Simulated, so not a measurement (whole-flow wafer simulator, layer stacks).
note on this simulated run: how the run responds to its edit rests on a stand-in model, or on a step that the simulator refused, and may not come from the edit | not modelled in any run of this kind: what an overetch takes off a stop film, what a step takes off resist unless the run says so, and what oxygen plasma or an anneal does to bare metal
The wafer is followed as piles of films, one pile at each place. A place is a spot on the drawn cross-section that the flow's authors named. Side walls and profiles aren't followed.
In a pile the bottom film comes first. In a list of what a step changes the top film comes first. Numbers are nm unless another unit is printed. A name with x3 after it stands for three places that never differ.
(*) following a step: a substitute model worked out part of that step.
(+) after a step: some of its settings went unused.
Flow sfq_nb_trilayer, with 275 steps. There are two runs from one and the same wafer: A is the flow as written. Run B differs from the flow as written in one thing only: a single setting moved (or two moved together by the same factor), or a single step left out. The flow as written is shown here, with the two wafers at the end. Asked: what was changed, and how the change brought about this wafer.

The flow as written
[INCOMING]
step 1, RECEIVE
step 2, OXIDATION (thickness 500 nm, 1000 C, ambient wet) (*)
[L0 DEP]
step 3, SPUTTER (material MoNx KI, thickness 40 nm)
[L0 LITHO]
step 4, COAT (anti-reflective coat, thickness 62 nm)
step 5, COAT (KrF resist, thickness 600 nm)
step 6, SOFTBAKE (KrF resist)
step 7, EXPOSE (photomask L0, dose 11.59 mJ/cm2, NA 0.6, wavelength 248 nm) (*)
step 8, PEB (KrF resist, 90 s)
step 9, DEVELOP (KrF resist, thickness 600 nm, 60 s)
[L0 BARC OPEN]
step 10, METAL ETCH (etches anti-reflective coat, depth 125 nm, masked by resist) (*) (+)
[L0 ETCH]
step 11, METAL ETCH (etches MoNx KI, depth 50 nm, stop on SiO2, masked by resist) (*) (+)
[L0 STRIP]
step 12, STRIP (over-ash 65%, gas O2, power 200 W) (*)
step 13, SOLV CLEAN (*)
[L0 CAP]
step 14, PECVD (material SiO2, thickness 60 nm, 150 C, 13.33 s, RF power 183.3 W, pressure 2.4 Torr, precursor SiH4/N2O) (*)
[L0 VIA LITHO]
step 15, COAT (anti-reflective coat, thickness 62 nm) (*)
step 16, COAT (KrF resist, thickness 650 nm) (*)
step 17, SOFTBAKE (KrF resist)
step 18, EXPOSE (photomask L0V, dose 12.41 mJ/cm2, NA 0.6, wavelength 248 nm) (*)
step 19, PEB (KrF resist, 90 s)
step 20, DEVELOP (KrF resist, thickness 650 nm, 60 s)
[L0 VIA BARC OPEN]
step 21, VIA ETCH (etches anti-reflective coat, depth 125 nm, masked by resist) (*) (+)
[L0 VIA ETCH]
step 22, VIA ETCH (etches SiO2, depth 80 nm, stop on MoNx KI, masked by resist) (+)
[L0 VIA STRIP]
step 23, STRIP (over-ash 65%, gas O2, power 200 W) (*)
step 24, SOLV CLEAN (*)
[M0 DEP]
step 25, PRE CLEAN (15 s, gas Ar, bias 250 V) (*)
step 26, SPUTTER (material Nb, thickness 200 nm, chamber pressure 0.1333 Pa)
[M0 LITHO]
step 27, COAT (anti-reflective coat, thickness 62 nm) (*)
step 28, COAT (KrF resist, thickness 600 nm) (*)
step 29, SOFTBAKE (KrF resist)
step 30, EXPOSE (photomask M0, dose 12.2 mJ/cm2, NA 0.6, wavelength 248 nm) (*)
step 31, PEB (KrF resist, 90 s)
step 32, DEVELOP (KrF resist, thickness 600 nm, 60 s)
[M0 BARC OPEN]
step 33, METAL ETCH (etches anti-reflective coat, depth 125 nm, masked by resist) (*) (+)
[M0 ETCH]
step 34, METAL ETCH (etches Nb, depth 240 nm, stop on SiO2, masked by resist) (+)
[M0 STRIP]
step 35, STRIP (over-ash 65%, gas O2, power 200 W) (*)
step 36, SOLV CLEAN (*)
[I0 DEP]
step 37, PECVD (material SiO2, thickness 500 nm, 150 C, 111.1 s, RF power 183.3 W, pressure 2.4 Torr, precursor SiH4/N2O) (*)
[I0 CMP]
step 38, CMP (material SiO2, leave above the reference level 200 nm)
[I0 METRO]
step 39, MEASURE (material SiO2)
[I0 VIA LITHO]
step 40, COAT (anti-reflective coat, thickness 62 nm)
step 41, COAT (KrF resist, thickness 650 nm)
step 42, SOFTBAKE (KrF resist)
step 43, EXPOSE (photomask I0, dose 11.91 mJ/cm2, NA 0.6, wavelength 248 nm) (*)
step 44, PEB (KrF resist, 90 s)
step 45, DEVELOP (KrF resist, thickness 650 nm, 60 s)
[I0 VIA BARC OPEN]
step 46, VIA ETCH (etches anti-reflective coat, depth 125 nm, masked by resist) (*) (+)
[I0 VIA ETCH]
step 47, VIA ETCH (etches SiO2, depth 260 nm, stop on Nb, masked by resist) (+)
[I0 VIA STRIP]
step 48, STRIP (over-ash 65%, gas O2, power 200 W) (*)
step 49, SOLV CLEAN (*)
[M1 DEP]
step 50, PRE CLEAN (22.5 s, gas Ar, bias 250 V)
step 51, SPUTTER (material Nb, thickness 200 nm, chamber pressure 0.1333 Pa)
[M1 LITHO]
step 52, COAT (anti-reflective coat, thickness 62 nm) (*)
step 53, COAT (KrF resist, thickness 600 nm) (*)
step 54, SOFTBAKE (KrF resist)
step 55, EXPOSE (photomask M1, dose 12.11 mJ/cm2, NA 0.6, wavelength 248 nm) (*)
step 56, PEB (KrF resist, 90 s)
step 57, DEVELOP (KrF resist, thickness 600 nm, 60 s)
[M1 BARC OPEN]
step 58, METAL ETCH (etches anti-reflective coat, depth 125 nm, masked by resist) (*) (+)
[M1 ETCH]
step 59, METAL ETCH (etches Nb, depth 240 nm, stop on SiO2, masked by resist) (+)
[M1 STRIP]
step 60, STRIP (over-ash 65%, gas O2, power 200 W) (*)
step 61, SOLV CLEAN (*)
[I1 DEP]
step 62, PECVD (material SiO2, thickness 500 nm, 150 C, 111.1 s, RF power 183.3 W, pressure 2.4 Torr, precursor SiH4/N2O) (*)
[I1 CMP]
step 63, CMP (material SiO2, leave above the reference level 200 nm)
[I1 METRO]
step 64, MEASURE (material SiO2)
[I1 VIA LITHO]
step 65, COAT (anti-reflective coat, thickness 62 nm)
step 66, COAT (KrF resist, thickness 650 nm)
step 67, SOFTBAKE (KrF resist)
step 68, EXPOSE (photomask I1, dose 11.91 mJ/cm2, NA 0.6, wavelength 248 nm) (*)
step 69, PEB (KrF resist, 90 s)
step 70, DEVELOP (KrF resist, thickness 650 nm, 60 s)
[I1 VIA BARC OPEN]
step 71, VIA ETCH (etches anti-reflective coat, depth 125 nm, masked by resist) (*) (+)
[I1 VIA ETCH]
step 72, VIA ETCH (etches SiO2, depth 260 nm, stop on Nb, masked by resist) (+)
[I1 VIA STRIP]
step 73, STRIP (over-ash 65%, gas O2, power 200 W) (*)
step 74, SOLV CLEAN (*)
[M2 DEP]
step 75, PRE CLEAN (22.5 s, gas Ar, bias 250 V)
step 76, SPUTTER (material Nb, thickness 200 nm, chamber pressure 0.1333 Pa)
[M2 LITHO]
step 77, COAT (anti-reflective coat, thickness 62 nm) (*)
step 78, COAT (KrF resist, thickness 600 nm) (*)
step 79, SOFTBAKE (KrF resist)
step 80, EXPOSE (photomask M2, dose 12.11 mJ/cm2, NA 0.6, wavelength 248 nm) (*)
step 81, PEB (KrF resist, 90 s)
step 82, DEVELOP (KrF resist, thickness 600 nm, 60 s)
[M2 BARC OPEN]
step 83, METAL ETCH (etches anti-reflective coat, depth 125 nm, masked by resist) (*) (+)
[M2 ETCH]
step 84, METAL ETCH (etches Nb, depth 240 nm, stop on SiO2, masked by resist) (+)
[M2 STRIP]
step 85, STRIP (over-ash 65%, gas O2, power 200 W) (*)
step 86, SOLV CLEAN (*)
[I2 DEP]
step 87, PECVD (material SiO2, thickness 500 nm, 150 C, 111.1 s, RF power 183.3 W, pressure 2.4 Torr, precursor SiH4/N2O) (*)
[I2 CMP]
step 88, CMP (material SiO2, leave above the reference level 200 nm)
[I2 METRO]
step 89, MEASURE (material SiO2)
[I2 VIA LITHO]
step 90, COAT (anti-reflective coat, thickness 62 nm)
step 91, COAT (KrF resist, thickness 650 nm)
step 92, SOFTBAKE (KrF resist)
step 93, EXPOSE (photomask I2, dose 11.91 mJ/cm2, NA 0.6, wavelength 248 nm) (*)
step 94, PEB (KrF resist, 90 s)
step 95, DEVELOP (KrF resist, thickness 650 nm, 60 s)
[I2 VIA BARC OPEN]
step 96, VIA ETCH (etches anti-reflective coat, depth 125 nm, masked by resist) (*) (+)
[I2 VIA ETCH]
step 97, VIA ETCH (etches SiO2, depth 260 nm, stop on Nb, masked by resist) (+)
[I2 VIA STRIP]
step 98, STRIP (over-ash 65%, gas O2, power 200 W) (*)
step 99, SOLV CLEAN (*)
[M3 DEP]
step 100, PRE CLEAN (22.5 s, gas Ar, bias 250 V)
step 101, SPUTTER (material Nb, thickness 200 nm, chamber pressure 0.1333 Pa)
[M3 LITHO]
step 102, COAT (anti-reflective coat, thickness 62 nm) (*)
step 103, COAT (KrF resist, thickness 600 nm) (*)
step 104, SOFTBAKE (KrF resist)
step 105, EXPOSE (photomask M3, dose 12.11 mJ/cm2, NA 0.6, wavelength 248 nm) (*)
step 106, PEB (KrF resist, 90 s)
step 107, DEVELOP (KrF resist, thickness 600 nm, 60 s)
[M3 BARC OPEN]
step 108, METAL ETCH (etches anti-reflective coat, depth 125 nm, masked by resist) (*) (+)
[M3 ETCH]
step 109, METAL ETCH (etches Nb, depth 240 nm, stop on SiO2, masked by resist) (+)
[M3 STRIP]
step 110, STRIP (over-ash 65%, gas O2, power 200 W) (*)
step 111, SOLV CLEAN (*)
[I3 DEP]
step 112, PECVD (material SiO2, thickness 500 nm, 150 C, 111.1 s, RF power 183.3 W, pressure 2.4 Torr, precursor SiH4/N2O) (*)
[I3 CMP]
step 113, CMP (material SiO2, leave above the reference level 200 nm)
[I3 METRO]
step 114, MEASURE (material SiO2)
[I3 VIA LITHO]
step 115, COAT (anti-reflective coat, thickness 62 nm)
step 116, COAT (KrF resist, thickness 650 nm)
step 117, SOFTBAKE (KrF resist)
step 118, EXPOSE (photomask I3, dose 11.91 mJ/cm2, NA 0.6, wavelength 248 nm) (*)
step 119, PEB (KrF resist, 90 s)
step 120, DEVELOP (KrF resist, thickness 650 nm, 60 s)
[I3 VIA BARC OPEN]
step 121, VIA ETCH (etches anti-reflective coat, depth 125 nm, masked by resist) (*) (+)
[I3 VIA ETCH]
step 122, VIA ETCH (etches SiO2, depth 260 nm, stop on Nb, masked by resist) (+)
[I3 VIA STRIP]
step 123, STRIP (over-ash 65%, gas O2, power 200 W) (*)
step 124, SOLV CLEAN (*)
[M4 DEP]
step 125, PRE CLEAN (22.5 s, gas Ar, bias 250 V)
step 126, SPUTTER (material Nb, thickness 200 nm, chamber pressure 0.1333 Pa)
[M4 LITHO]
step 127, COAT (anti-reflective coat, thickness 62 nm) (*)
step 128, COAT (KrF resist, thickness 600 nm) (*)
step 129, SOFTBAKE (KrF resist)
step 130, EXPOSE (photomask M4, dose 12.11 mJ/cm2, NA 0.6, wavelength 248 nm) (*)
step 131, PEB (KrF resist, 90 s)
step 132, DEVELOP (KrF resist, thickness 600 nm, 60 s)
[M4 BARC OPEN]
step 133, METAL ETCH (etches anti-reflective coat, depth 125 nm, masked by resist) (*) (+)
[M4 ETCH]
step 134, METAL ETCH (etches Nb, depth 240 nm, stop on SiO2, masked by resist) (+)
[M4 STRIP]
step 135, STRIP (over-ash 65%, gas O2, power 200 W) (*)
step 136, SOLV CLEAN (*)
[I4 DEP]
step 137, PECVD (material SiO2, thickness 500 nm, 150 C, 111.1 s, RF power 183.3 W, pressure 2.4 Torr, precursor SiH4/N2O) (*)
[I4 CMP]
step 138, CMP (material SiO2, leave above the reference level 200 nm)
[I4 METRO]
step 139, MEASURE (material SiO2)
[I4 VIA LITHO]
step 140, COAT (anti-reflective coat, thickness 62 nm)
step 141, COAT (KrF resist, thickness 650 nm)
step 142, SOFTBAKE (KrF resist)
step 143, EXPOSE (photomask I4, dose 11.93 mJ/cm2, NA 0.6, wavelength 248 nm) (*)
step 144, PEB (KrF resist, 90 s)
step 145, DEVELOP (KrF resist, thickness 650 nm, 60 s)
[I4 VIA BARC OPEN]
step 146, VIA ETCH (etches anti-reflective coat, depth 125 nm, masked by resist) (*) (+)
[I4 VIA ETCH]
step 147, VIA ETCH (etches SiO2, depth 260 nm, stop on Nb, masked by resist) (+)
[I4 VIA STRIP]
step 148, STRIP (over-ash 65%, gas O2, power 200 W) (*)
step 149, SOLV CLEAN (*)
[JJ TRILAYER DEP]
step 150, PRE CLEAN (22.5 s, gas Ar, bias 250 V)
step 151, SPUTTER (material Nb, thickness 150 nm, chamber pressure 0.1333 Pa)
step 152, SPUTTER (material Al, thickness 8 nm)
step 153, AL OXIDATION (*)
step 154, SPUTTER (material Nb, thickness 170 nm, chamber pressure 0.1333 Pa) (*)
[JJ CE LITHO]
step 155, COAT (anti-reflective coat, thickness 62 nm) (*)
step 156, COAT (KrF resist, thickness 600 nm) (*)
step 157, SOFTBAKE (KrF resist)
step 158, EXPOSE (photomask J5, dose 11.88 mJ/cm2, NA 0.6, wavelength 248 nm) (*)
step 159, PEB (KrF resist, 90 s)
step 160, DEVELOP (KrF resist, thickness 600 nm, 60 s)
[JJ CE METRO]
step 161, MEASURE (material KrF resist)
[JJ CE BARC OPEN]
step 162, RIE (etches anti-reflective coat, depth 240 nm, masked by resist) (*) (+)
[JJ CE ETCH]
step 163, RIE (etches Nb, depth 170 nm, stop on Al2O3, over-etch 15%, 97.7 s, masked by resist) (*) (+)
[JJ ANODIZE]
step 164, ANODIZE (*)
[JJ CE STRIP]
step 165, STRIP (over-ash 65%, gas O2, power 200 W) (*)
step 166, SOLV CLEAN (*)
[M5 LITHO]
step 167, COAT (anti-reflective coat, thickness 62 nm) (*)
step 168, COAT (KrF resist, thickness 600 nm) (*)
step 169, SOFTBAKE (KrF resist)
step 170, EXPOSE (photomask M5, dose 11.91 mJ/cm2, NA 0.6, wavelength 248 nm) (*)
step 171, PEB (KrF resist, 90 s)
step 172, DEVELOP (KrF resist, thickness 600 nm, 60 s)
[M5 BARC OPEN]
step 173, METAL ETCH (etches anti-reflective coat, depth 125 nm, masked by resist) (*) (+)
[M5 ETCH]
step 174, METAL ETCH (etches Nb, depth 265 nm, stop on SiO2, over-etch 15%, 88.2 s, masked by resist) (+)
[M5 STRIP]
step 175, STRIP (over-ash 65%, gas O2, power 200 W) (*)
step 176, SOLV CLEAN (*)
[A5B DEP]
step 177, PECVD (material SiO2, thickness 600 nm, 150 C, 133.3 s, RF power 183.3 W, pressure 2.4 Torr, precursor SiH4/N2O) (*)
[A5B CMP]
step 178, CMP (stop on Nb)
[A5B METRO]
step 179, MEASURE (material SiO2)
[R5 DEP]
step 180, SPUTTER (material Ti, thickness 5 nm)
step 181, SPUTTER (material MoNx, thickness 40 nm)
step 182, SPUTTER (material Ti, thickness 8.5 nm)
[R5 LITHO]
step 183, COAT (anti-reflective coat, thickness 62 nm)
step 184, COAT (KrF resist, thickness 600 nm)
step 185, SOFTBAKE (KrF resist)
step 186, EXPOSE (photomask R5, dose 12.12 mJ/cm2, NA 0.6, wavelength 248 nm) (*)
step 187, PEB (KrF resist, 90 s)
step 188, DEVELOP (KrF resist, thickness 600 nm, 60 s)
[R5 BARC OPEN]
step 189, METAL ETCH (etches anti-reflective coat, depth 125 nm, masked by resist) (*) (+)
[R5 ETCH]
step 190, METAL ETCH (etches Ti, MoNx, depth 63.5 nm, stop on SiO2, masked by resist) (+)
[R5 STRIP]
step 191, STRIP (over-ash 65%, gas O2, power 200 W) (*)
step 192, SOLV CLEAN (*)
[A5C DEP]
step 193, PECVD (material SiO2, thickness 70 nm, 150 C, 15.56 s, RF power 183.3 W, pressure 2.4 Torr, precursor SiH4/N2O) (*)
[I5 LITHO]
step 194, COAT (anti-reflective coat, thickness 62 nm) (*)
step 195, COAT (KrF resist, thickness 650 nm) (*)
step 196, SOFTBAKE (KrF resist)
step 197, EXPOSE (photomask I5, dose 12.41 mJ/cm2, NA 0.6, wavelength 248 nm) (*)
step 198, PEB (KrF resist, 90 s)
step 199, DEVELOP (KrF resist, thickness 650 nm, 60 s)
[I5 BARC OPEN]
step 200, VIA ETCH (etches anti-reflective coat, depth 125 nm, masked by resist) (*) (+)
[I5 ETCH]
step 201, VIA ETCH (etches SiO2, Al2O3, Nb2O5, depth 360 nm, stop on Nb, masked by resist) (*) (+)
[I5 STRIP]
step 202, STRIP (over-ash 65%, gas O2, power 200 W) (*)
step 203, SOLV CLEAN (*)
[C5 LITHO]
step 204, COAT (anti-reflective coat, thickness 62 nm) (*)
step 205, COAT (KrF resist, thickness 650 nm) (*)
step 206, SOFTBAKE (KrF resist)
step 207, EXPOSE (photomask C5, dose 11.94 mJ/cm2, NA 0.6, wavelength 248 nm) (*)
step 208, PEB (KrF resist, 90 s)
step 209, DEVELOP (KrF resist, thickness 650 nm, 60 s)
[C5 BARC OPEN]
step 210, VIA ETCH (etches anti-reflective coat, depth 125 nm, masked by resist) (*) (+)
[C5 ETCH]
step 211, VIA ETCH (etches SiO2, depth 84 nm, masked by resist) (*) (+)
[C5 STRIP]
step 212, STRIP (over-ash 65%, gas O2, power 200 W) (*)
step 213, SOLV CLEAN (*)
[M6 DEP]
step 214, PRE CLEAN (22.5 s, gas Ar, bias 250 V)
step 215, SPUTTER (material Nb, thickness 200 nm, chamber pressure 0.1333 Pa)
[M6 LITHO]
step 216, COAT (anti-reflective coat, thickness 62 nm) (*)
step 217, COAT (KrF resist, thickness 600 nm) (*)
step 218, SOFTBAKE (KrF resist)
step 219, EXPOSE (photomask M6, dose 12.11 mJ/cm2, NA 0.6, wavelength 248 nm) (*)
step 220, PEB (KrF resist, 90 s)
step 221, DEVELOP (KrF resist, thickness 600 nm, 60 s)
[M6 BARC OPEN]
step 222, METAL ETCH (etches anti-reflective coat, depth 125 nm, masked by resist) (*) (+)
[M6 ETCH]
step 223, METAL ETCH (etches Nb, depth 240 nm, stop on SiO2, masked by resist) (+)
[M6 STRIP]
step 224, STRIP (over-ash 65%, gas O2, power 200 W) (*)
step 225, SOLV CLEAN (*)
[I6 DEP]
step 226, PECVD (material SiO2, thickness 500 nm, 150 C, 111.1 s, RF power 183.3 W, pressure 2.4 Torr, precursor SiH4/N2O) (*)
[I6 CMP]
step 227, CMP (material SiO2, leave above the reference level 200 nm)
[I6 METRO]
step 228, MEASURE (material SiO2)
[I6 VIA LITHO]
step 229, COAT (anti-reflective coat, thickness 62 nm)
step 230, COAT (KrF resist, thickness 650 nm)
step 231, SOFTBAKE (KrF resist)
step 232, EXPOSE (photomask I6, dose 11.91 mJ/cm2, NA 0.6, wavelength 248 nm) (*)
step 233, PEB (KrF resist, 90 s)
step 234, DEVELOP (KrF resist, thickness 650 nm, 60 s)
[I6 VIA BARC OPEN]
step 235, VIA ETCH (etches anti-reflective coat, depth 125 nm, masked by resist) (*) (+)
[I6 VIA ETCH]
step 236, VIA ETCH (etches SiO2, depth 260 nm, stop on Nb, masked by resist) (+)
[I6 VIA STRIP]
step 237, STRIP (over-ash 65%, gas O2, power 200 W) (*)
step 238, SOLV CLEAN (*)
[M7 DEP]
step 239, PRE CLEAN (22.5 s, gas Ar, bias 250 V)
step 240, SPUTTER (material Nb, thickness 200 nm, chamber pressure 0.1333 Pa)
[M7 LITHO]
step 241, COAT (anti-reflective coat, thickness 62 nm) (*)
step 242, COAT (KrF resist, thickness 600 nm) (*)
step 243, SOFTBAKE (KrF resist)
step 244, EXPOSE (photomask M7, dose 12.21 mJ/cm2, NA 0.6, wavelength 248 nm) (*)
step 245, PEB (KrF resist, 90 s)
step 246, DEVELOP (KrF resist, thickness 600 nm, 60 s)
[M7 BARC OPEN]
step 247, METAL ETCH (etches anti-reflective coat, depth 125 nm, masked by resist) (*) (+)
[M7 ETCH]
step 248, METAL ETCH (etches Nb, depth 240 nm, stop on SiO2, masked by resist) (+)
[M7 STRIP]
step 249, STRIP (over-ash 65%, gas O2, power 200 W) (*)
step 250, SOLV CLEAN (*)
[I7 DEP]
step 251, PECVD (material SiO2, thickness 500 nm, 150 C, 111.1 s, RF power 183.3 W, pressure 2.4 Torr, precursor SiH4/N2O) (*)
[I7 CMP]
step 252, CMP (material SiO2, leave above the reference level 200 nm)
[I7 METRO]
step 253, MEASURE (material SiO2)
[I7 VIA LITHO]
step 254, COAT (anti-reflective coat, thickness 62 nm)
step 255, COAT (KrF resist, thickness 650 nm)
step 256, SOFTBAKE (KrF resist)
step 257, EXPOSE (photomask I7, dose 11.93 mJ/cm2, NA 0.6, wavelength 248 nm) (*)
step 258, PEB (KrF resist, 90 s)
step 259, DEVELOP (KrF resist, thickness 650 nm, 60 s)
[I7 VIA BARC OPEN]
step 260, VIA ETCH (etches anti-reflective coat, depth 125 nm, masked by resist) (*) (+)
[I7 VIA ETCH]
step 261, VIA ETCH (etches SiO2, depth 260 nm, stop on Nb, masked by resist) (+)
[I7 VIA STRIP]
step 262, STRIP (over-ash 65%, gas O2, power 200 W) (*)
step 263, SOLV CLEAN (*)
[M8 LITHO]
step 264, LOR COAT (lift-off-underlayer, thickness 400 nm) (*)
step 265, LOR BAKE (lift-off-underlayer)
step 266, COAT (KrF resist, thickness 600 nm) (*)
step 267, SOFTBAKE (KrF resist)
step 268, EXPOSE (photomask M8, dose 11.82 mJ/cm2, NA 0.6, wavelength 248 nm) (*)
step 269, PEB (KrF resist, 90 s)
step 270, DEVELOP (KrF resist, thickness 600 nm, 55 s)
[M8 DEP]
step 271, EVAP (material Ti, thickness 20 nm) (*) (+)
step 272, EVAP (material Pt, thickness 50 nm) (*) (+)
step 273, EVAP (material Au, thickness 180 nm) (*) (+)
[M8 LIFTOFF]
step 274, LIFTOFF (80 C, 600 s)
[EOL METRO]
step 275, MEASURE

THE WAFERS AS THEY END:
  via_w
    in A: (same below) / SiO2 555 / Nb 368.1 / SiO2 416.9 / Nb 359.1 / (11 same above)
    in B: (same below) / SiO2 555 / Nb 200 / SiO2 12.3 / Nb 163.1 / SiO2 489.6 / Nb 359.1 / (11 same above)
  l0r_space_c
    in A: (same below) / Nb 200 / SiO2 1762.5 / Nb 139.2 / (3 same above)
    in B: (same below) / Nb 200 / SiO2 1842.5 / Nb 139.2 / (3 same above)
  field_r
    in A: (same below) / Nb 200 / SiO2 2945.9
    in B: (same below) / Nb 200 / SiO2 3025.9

The reason: step 38, CMP: leave above the reference level 280 nm was run, whereas the flow has leave above the reference level 200 nm.

How this came from the change, step by step:
  step 38, CMP (material SiO2, leave above the reference level 200 nm)
      v_sur, via_wl, via_w and 94 more: A SiO2 loses 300 | B SiO2 loses 220
      field_l, l0_sur, l0r_line_l, l0r_line_c, l0r_line_r: A SiO2 loses 340 | B SiO2 loses 260
      (also at 4 further places)
  step 47, VIA ETCH (etches SiO2, depth 260 nm, stop on Nb, masked by resist) (+)
      via_w: A SiO2 loses 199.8 (all of it) | B SiO2 loses 260
  step 50, PRE CLEAN (22.5 s, gas Ar, bias 250 V)
      via_w: A Nb loses 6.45 | B SiO2 loses 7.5
  step 51, SPUTTER (material Nb, thickness 200 nm, chamber pressure 0.1333 Pa)
      via_w: A Nb gains 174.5 | B Nb gains 163.1 (new film)
  step 52, COAT (anti-reflective coat, thickness 62 nm) (*)
      via_w: A anti-reflective coat gains 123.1 (new film) | B anti-reflective coat gains 136.1 (new film)
      via_wr: A anti-reflective coat gains 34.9 (new film) | B anti-reflective coat gains 33.2 (new film)
  step 53, COAT (KrF resist, thickness 600 nm) (*)
      via_w: A KrF resist gains 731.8 (new film) | B KrF resist gains 781.6 (new film)
  step 60, STRIP (over-ash 65%, gas O2, power 200 W) (*)
      via_w: A KrF resist loses 513.8 (all of it), anti-reflective coat loses 123.1 (all of it) | B KrF resist loses 563.6 (all of it), anti-reflective coat loses 136.1 (all of it)
      via_wr: A KrF resist loses 384.4 (all of it), anti-reflective coat loses 34.9 (all of it) | B KrF resist loses 378.6 (all of it), anti-reflective coat loses 33.2 (all of it)
  step 62, PECVD (material SiO2, thickness 500 nm, 150 C, 111.1 s, RF power 183.3 W, pressure 2.4 Torr, precursor SiH4/N2O) (*)
      via_w: A SiO2 gains 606 (new film) | B SiO2 gains 678.7 (new film)
With metal films that touch counted as one body, via_w has 6 bodies (between them, from the top down: SiO2 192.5; SiO2 427.3 / Al2O3 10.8 / Nb2O5 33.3; SiO2 425.9; SiO2 489.6; SiO2 12.3); the flow as written gives 5 bodies (between them, from the top down: SiO2 192.5; SiO2 427.3 / Al2O3 10.8 / Nb2O5 33.3; SiO2 425.9; SiO2 416.9).
